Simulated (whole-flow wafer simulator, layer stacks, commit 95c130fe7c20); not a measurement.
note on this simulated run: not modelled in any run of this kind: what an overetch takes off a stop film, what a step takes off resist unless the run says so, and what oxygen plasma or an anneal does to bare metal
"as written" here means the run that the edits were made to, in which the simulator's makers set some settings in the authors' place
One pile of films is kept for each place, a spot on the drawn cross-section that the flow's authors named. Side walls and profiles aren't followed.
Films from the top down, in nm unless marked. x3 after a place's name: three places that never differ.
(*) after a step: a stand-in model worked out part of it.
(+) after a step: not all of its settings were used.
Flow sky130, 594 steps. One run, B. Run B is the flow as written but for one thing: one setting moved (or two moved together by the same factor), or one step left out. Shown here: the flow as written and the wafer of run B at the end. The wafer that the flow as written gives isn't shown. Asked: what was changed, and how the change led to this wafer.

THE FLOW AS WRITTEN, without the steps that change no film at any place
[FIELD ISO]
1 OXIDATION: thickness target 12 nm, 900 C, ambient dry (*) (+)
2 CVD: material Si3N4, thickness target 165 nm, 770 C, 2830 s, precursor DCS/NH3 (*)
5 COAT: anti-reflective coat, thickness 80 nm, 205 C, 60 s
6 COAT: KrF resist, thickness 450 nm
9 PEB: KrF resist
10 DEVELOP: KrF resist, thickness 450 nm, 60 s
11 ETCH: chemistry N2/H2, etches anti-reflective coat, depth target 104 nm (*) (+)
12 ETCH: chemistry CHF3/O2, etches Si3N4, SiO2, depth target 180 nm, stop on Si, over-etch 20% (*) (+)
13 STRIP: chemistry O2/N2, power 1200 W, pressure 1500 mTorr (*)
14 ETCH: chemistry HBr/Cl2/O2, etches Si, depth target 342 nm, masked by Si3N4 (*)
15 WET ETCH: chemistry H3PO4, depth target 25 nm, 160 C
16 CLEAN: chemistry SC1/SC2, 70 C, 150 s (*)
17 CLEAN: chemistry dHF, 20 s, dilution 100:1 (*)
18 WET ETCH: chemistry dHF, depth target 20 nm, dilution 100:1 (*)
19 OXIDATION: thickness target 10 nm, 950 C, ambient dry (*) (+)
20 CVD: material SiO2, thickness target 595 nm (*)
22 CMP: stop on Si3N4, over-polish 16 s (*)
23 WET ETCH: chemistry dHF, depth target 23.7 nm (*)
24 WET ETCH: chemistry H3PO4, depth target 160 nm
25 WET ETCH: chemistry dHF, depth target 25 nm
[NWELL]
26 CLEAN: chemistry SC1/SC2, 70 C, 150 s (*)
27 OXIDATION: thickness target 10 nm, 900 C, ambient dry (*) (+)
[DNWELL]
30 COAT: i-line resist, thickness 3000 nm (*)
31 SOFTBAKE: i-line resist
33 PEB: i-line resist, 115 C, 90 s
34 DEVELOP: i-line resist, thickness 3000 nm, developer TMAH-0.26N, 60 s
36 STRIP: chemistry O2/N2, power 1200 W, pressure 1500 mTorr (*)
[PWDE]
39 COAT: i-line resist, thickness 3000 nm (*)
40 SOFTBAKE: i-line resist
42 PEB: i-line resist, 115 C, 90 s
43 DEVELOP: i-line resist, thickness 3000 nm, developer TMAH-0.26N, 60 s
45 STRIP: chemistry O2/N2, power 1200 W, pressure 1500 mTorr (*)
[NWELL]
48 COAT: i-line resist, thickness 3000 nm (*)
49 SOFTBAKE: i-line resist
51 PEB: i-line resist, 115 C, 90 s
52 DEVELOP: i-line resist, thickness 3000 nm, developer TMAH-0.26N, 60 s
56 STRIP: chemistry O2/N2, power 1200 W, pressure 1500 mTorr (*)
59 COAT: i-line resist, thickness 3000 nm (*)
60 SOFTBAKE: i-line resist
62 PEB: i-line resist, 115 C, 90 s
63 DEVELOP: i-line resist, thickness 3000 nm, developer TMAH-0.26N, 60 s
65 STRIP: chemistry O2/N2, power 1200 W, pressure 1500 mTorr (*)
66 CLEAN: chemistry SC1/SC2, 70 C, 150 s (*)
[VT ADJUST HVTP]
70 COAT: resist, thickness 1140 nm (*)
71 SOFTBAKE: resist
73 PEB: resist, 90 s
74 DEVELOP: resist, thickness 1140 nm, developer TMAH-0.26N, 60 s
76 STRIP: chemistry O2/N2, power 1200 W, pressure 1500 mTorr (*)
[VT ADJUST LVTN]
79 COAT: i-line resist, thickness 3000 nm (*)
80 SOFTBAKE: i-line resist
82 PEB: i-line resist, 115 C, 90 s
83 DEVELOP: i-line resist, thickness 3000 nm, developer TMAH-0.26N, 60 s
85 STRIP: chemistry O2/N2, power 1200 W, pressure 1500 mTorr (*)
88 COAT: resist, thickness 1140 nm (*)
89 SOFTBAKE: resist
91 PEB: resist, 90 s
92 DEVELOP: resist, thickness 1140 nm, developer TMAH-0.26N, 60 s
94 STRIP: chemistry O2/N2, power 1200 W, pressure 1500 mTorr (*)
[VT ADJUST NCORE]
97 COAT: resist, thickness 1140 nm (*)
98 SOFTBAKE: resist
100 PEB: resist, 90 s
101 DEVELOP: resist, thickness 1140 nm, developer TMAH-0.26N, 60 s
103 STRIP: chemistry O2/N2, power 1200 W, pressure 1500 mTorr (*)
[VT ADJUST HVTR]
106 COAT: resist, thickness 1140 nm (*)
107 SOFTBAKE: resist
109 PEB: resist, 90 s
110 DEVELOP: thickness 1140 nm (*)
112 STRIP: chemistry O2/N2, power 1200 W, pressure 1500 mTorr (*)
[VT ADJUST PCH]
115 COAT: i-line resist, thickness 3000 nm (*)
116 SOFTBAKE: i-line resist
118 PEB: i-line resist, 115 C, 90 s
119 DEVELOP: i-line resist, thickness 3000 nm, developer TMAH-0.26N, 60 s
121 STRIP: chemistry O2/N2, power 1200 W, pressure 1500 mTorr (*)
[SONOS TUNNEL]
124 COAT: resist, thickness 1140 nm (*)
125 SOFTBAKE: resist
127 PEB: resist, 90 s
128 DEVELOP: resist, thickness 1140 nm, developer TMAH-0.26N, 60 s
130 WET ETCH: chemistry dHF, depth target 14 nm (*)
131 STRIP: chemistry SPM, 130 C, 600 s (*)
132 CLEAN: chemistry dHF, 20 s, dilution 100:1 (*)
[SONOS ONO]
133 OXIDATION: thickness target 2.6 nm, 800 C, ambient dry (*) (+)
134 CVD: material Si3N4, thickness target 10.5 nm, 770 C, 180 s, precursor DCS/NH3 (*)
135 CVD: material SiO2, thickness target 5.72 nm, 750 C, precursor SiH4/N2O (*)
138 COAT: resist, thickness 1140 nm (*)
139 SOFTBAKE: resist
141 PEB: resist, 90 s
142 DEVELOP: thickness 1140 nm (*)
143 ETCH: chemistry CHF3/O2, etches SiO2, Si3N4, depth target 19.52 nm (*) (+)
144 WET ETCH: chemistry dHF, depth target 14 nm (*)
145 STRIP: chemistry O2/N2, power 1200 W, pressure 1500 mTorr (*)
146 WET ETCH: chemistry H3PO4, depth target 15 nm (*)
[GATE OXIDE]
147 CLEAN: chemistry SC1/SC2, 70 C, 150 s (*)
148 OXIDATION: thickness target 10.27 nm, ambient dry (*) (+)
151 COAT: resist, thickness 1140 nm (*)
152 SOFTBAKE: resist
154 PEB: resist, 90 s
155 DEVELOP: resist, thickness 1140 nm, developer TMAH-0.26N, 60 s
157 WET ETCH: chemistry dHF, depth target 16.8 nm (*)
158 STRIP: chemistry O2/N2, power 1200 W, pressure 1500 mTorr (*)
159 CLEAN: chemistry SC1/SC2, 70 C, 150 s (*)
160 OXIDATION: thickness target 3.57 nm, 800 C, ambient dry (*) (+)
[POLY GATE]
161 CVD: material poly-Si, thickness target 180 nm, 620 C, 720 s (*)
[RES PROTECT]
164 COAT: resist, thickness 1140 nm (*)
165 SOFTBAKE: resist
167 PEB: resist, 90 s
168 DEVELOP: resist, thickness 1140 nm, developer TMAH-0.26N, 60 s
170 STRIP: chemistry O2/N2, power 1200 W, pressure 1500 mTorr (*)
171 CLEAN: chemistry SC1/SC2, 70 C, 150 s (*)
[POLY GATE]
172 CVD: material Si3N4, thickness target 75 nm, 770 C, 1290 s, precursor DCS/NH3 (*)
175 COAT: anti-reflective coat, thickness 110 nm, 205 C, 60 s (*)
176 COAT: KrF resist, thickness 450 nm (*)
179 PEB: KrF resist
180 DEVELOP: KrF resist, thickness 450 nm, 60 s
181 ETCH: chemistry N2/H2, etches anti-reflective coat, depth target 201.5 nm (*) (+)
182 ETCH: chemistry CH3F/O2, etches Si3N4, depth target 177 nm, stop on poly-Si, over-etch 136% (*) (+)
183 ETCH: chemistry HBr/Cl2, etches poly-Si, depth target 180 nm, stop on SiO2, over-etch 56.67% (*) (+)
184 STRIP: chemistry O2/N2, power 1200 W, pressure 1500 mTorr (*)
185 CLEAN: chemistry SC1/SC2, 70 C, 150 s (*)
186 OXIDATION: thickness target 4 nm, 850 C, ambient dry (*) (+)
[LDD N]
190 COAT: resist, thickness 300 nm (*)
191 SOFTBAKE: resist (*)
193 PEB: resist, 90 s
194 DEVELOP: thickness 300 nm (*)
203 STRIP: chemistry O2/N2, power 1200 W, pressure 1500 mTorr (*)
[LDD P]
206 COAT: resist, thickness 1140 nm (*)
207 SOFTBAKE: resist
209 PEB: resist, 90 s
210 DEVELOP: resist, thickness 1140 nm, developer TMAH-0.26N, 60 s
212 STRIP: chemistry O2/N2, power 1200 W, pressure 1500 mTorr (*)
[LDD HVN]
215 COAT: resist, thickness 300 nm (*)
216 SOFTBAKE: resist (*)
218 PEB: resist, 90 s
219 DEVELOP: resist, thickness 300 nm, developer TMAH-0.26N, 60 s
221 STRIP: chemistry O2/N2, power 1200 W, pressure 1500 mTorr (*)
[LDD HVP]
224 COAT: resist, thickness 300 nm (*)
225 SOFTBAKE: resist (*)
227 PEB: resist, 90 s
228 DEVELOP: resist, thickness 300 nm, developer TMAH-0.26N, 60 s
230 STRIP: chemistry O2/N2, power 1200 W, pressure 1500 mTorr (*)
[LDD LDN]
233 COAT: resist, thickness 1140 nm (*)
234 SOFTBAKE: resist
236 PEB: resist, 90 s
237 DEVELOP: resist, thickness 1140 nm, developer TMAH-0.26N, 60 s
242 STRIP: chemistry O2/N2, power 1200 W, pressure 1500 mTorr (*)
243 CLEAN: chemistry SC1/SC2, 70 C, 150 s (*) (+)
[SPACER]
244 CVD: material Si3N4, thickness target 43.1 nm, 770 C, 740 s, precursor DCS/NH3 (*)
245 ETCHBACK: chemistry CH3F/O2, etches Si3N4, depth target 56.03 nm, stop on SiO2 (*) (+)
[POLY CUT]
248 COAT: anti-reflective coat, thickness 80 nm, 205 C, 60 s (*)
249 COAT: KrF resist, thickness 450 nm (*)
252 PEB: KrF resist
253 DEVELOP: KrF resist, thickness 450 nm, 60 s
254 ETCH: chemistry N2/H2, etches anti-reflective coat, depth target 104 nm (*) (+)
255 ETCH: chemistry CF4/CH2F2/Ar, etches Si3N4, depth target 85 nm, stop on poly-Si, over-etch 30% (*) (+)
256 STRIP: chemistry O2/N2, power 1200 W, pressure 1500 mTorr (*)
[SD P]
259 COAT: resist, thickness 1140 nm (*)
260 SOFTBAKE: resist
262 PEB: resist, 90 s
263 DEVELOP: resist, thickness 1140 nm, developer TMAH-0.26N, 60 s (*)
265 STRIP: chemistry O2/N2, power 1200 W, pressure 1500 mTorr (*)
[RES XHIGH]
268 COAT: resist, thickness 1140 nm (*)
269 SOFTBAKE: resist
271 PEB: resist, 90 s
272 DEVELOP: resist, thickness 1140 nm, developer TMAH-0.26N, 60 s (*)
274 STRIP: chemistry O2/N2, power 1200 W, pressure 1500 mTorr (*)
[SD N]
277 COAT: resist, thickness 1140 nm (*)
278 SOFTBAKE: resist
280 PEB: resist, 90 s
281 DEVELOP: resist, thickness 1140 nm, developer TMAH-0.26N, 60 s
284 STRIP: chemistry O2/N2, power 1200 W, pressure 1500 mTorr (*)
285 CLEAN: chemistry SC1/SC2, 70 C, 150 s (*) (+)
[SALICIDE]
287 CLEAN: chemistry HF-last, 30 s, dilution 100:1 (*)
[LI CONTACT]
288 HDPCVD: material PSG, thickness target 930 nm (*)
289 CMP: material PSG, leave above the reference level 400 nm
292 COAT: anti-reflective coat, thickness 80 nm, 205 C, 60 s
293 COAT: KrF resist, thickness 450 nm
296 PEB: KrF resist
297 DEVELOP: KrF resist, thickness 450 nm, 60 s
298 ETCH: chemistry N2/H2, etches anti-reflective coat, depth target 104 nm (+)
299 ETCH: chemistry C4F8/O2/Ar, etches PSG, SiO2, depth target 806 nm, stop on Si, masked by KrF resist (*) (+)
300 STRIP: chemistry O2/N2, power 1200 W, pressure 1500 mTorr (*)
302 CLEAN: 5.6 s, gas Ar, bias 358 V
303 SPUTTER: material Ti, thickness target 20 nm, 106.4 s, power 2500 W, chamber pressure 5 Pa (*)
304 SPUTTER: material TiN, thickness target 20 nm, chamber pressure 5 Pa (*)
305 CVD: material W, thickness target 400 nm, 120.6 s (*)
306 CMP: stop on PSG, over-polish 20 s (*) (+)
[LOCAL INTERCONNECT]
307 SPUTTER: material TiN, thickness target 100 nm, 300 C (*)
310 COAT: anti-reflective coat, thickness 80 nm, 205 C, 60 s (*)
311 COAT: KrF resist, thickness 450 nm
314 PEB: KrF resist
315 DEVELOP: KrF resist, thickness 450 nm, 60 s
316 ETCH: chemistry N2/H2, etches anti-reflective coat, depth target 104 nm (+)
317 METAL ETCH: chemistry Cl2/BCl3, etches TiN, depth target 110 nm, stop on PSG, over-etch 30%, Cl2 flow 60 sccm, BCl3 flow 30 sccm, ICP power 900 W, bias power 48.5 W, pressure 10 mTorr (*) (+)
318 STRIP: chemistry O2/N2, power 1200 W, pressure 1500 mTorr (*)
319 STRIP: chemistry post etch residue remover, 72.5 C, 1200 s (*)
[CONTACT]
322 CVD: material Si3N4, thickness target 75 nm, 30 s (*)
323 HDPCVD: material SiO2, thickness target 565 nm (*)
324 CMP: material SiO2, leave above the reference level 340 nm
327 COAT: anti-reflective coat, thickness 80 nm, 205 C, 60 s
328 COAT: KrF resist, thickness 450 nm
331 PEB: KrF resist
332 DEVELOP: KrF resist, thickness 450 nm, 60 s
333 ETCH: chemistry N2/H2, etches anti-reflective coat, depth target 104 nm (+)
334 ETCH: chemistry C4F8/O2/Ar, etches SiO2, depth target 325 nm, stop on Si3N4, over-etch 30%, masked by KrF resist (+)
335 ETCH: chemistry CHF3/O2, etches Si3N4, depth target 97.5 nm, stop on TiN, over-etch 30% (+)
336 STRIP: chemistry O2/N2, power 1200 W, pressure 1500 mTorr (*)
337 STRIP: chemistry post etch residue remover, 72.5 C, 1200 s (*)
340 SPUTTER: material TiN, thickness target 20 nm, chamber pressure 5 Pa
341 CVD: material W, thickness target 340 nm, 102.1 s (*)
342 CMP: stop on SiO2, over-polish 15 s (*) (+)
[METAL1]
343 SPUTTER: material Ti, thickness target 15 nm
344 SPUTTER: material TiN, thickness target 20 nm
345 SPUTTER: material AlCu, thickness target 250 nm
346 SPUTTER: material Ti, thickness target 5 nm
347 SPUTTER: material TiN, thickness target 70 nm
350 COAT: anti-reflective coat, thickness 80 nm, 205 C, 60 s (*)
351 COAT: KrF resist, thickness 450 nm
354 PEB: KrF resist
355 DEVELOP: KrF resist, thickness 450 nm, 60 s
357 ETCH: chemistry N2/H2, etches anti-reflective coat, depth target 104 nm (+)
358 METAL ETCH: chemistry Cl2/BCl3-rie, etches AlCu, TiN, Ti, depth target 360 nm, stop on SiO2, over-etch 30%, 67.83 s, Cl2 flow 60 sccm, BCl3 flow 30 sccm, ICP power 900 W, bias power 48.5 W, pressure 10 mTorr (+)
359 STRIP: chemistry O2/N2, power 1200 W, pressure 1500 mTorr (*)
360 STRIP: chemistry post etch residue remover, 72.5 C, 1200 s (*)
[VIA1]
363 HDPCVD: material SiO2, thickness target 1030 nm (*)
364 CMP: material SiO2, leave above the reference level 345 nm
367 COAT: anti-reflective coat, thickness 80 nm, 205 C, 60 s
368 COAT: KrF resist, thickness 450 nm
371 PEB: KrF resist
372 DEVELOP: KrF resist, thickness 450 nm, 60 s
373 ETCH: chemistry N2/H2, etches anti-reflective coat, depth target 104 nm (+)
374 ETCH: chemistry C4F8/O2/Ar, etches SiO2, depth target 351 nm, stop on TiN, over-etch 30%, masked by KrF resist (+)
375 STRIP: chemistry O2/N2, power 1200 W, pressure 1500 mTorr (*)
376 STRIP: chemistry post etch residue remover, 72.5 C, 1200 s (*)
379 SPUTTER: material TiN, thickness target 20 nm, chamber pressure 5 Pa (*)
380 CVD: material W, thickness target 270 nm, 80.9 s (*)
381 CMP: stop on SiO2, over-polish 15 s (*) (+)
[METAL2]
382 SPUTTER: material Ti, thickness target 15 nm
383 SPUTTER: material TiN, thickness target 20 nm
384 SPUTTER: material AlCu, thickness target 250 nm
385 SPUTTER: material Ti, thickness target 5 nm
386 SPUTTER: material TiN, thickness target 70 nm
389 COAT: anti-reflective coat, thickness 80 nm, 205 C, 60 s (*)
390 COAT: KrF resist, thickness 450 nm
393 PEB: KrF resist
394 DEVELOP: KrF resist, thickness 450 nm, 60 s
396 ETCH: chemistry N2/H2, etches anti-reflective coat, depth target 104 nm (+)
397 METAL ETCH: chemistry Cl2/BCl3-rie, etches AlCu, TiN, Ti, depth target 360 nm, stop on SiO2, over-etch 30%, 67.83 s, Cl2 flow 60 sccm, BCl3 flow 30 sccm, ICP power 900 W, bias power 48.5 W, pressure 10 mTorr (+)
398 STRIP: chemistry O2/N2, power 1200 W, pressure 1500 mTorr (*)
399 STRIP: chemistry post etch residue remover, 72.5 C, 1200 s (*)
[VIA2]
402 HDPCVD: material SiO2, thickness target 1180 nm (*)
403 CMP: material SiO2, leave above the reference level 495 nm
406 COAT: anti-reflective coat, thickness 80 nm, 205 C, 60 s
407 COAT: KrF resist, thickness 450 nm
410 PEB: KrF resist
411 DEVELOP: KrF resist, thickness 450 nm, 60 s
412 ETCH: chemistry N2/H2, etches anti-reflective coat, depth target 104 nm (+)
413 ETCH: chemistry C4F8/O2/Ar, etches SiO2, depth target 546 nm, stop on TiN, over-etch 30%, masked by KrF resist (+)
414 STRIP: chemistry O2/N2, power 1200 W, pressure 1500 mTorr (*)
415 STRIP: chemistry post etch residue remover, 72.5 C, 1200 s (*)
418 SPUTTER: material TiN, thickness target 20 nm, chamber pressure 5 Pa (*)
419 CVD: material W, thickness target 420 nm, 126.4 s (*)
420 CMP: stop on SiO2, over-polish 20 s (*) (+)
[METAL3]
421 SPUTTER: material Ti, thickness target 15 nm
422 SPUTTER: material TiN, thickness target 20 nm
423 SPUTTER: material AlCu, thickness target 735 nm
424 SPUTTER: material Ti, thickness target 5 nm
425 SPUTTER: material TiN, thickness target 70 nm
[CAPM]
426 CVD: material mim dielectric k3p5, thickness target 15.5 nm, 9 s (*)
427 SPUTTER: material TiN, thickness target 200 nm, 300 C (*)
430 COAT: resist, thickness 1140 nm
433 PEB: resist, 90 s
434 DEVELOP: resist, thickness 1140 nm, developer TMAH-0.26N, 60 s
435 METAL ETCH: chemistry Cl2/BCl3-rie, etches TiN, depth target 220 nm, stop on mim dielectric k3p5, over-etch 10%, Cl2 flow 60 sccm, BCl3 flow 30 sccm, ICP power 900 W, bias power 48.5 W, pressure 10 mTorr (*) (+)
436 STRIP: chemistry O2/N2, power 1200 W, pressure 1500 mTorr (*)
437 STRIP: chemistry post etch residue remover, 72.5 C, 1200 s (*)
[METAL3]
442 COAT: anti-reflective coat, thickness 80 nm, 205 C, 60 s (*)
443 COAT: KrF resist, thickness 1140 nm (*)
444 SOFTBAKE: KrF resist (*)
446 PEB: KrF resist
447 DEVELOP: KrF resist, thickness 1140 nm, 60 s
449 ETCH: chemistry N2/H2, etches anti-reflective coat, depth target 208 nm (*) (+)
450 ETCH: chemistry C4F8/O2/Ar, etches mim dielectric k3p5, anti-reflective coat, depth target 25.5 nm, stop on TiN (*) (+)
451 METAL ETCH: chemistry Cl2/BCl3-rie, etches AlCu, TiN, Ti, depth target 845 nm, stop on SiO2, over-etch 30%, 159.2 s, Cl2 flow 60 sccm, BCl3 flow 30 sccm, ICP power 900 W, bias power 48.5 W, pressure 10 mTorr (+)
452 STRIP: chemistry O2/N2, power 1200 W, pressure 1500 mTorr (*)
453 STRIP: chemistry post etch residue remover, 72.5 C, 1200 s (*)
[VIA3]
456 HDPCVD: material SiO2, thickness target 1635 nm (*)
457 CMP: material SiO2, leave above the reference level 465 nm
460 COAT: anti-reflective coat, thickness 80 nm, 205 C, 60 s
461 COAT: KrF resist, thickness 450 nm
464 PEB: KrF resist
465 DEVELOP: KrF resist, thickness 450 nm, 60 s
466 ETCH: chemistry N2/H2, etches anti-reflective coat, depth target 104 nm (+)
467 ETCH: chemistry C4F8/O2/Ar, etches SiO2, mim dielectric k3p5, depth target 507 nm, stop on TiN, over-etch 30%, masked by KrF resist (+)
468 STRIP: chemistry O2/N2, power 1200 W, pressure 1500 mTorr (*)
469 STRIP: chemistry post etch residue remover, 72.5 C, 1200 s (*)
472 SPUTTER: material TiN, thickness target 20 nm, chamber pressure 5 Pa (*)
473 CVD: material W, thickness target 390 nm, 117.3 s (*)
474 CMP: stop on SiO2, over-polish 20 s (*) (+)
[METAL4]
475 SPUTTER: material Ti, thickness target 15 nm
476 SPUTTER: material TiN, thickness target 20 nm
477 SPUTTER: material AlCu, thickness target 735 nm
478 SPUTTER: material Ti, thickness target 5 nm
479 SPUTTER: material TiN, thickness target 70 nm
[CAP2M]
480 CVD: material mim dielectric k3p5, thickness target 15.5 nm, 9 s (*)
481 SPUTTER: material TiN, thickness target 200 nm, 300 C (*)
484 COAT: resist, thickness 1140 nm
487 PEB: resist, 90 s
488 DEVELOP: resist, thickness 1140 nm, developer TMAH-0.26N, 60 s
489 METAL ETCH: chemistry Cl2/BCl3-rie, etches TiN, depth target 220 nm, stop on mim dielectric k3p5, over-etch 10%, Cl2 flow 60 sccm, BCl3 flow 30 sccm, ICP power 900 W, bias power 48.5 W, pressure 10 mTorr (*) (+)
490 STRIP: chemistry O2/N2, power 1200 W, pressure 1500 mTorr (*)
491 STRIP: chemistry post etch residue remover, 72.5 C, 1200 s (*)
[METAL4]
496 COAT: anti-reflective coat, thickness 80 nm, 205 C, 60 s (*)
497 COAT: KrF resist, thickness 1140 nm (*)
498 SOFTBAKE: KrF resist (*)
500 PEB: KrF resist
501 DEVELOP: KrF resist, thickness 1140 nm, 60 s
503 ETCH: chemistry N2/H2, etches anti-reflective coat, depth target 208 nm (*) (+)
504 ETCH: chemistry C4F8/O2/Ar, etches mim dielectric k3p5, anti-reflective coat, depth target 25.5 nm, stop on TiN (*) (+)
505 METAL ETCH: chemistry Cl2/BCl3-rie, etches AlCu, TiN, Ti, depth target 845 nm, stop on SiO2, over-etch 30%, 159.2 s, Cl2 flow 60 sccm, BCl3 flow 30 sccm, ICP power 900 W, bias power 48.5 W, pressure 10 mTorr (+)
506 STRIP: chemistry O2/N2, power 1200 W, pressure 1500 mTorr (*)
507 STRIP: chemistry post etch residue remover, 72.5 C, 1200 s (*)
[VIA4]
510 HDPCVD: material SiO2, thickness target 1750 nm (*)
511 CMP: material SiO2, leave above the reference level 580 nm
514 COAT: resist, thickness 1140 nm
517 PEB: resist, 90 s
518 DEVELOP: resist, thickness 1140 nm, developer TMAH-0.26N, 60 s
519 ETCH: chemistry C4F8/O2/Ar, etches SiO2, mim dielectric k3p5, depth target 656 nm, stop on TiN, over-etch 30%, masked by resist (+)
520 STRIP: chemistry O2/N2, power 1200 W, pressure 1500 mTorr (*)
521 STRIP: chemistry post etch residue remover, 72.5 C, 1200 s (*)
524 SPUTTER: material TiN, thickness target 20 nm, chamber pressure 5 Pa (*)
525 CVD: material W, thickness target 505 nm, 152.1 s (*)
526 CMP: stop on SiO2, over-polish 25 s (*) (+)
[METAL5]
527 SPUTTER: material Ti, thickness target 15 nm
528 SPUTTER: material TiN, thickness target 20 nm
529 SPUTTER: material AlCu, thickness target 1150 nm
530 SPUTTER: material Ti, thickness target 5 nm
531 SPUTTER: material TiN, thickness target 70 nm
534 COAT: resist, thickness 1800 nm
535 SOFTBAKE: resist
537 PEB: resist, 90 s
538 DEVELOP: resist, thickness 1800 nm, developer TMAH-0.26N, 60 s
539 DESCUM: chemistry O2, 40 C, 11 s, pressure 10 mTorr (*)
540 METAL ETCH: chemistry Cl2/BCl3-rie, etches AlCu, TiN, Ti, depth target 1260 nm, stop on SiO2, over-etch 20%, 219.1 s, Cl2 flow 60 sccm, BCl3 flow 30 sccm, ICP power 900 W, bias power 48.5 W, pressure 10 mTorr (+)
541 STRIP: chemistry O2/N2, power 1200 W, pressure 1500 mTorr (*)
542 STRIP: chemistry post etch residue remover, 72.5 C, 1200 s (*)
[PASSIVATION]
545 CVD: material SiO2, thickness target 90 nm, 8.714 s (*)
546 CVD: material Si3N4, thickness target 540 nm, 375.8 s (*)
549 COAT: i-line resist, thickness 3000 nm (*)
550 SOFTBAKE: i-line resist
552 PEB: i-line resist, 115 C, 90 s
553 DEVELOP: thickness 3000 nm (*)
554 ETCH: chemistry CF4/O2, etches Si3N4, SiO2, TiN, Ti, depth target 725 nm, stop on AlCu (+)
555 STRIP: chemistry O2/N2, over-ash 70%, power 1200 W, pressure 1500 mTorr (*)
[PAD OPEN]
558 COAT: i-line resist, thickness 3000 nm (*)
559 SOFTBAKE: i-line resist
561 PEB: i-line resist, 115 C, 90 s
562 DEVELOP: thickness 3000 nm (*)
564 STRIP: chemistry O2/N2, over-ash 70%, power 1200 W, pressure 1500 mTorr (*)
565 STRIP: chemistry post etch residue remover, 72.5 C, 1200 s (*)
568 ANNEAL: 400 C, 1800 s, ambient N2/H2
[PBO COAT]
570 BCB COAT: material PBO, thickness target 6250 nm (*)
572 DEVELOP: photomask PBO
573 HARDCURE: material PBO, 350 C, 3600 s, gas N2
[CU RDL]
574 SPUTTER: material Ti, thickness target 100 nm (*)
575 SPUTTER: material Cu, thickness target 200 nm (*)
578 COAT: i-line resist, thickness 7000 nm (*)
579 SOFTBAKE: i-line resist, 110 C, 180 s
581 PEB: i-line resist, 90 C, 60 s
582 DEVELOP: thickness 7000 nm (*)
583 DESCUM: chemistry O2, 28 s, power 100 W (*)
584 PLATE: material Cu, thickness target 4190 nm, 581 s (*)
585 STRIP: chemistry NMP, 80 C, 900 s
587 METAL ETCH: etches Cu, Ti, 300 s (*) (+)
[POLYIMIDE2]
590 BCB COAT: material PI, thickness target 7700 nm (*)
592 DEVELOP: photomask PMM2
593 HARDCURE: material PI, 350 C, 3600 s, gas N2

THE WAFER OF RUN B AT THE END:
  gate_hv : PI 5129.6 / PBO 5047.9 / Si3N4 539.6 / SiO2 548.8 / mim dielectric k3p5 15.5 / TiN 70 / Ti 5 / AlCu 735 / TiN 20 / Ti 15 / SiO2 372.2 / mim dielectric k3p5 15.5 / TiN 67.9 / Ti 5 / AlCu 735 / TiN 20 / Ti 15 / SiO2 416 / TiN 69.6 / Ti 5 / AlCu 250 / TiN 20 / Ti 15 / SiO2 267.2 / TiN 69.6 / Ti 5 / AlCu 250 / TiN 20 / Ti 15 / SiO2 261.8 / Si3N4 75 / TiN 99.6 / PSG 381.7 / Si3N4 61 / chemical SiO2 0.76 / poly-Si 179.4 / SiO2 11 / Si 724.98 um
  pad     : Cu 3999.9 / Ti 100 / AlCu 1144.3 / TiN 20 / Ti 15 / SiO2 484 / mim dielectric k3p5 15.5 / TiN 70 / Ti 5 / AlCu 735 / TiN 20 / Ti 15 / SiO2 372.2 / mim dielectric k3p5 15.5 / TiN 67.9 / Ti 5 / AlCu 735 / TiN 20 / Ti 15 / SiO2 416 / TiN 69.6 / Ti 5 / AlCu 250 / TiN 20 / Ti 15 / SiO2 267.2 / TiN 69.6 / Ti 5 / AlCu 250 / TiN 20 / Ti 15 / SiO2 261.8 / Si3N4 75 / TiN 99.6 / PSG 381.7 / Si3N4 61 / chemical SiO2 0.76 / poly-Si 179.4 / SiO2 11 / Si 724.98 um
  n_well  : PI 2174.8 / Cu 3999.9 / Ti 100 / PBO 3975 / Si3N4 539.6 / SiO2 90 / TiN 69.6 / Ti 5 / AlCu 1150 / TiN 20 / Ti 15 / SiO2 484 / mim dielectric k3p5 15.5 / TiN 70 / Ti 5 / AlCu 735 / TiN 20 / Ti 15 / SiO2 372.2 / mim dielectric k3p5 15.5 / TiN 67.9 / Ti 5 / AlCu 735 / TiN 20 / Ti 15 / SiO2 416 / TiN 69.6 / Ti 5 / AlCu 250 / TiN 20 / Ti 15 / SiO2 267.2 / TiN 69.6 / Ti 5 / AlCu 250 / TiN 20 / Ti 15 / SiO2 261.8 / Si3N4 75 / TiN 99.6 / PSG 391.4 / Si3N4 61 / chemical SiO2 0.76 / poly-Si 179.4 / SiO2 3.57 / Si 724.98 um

The cause: step 425, SPUTTER: thickness target 67.9 nm was run, where the flow has thickness target 70 nm.
It can be read off the wafer: gate_hv has TiN 67.9, and step 425 as written asks for 70 nm.

How the change led to this, step by step:
  425 SPUTTER: material TiN, thickness target 70 nm
      field, active, n_well and 188 more: TiN +67.9 (new film) (as written it would be: TiN +70 (new film))
  451 METAL ETCH: chemistry Cl2/BCl3-rie, etches AlCu, TiN, Ti, depth target 845 nm, stop on SiO2, over-etch 30%, 159.2 s, Cl2 flow 60 sccm, BCl3 flow 30 sccm, ICP power 900 W, bias power 48.5 W, pressure 10 mTorr (+)
      field, active, gate and 69 more: TiN -67.9 (all of it), Ti -5 (all of it), AlCu -735 (all of it), TiN -20 (all of it), Ti -15 (all of it), SiO2 -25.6 (as written it would be: TiN -70 (all of it), Ti -5 (all of it), AlCu -735 (all of it), TiN -20 (all of it), Ti -15 (all of it), SiO2 -25.4)
      vpp_ln, vpp_iso2, ndiff_ln and 10 more: TiN -67.9 (all of it), Ti -5 (all of it), AlCu -735 (all of it), TiN -20 (all of it), Ti -15 (all of it), SiO2 -25.6 (as written it would be: TiN -70 (all of it), Ti -5 (all of it), AlCu -735 (all of it), TiN -20 (all of it), Ti -15 (all of it), SiO2 -25.3)
